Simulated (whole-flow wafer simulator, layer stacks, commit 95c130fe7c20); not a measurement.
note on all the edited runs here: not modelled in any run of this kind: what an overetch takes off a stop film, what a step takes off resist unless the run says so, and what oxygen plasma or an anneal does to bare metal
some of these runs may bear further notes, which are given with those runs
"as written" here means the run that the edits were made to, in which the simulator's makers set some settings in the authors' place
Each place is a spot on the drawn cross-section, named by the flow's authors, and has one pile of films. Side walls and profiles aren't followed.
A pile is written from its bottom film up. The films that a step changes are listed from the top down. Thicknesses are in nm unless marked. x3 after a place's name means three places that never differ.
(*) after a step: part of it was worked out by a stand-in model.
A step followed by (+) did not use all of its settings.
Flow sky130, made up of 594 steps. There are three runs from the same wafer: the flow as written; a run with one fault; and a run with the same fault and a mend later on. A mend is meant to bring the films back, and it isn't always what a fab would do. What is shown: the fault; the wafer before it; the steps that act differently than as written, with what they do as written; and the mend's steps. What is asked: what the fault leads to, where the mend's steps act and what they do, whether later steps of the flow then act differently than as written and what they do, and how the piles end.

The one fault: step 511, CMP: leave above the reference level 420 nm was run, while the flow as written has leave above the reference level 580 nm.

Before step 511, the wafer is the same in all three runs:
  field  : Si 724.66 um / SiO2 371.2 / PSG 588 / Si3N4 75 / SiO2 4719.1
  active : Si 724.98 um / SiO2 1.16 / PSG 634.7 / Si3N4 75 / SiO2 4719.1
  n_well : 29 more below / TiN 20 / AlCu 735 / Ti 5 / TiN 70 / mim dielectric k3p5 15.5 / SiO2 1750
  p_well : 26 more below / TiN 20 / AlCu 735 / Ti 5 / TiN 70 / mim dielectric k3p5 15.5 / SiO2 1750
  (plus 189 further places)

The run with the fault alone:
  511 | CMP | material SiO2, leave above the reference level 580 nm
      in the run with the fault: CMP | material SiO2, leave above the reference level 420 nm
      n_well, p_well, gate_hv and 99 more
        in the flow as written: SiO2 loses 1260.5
        in the run with the fault: SiO2 loses 1420.5
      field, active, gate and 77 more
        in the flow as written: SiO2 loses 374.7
        in the run with the fault: SiO2 loses 534.7
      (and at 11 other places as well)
  Steps further on in the flow that do not act as written:
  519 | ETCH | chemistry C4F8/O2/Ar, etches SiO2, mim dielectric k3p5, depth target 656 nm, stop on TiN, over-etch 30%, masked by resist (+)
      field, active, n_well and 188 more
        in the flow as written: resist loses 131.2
        in the run with the fault: resist loses 89.9
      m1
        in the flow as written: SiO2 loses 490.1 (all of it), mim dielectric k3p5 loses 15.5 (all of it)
        in the run with the fault: SiO2 loses 330.1 (all of it), mim dielectric k3p5 loses 15.5 (all of it)
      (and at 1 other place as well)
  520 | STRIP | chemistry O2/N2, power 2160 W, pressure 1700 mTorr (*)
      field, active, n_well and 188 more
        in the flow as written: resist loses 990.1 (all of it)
        in the run with the fault: resist loses 1031.4 (all of it)
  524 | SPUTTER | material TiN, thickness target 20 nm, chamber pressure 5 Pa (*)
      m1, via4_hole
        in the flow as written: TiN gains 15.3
        in the run with the fault: TiN gains 16.4
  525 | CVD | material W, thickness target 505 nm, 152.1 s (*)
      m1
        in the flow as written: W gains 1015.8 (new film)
        in the run with the fault: W gains 657.9 (new film)
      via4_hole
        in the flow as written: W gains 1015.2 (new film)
        in the run with the fault: W gains 659 (new film)
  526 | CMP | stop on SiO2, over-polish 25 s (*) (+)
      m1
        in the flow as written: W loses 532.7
        in the run with the fault: W loses 335.9
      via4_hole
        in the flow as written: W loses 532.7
        in the run with the fault: W loses 337.6
  The piles end different from the flow's at field, active, n_well and 190 more by more than 2% or 0.5 nm, whichever is larger.
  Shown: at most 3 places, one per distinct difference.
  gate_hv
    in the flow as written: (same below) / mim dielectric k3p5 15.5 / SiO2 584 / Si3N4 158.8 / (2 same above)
    in the run with the fault: (same below) / mim dielectric k3p5 15.5 / SiO2 424 / Si3N4 158.8 / (2 same above)
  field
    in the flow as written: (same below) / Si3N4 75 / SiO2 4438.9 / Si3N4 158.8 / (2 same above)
    in the run with the fault: (same below) / Si3N4 75 / SiO2 4278.9 / Si3N4 158.8 / (2 same above)
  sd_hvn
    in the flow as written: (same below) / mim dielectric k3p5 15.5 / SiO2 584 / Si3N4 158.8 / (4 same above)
    in the run with the fault: (same below) / mim dielectric k3p5 15.5 / SiO2 424 / Si3N4 158.8 / (4 same above)

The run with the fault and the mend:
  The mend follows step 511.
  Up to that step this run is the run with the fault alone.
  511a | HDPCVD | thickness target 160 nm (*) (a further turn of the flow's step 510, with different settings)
      field, active, n_well and 190 more
        SiO2 gains 160
  Later steps of the flow that are run all act as written at every place that is followed.
  At every place that both follow, the piles at the end match the flow's.
